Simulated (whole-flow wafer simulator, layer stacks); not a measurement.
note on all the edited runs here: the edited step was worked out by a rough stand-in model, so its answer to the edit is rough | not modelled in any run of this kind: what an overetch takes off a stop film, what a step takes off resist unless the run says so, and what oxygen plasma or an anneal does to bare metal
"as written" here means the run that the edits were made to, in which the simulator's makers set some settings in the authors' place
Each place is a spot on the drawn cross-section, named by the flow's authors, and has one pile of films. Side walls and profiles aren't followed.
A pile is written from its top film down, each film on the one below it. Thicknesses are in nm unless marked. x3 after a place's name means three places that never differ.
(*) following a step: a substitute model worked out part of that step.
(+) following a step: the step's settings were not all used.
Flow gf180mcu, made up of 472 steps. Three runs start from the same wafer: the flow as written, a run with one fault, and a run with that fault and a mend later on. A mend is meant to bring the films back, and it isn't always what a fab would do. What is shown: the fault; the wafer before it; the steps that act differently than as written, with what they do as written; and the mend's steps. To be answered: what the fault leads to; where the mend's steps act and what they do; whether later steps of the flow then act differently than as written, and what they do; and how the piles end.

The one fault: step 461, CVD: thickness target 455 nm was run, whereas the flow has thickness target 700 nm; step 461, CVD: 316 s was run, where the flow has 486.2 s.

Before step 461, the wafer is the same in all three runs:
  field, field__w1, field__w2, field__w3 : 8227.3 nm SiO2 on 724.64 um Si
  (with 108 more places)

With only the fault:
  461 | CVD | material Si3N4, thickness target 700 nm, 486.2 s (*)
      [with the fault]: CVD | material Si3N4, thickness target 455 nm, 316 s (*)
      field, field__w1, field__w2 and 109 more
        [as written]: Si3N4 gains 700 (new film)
        [with the fault]: Si3N4 gains 455.1 (new film)
  Later steps of the flow acting differently than as written (4 more steps, not shown, differ only slightly: by at most 2% or 0.5 nm, whichever is larger):
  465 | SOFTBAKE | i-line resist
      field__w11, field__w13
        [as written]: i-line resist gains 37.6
        [with the fault]: i-line resist gains 36.4
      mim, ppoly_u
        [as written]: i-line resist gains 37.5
        [with the fault]: i-line resist gains 36.3
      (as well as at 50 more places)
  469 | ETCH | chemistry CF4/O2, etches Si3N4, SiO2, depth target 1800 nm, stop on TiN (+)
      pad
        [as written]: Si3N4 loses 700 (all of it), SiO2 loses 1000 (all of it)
        [with the fault]: Si3N4 loses 455.1 (all of it), SiO2 loses 1000 (all of it)
  By the end, the piles at field, field__w1, field__w2 and 108 more depart from the flow's by more than 2% or 0.5 nm, whichever is larger.
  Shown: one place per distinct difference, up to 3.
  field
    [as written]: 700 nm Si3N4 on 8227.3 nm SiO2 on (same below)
    [with the fault]: 455.1 nm Si3N4 on 8227.3 nm SiO2 on (same below)
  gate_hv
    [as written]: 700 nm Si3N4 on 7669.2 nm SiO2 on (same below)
    [with the fault]: 455.1 nm Si3N4 on 7669.2 nm SiO2 on (same below)
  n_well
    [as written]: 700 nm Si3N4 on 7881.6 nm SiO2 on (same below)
    [with the fault]: 455.1 nm Si3N4 on 7881.6 nm SiO2 on (same below)

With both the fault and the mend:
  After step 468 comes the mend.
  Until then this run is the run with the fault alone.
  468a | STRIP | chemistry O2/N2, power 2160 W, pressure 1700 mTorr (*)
      iso_ptap_pw, iso_ntap_nw, iso_nw_fld and 33 more
        i-line resist loses 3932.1 (all of it)
      p_well, sti, spacer, sd_n, mim_1p0, dice_street
        i-line resist loses 3938.1 (all of it)
      field__w2, field__w3, field__w12
        i-line resist loses 3984.8 (all of it)
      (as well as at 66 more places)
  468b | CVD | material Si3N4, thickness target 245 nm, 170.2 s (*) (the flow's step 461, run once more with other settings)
      field, field__w1, field__w2 and 109 more
        Si3N4 gains 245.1
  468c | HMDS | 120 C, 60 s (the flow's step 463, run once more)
      does not change any film at any place that is followed
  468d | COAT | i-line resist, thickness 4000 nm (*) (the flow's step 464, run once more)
      iso_ptap_pw, iso_ntap_nw, iso_nw_fld and 33 more
        i-line resist gains 4000 (new film)
      field__w5, field__w9, field__w11, field__w13, gate_p_hv, nplus_u
        i-line resist gains 4017 (new film)
      p_well, sti, spacer, sd_n, mim_1p0, dice_street
        i-line resist gains 4006.3 (new film)
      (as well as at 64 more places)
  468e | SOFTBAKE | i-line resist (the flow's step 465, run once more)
      field__w11, field__w13, mim, ppoly_u
        i-line resist gains 37.5
      ld_fp_p, ld_drift_p, ld_drn_p
        i-line resist gains 33.8
      field__w2, field_sub__w3
        i-line resist gains 33.3
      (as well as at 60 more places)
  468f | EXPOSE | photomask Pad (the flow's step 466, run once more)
      does not change any film at any place that is followed
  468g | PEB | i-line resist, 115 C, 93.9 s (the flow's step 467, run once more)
      iso_ptap_pw, iso_ntap_nw, iso_nw_fld and 33 more
        i-line resist loses 67.9
      field, field__w2, field__w3 and 25 more
        i-line resist loses 68.8
      field_sub, field_sub__w1, field_sub__w2 and 23 more
        i-line resist loses 68.7
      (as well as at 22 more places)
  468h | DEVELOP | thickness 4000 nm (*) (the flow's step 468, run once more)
      field__w7, field__w9, field_sub__w1 and 13 more
        i-line resist loses 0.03
      pad
        i-line resist loses 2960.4 (all of it)
  Later steps of the flow that are run all act as written at every place that is followed, up to a difference of at most 2% or 0.5 nm, whichever is larger.
  When the end is reached, the piles differ only a little from the flow's at the places that both follow, at most by 2% or 0.5 nm, whichever is larger.
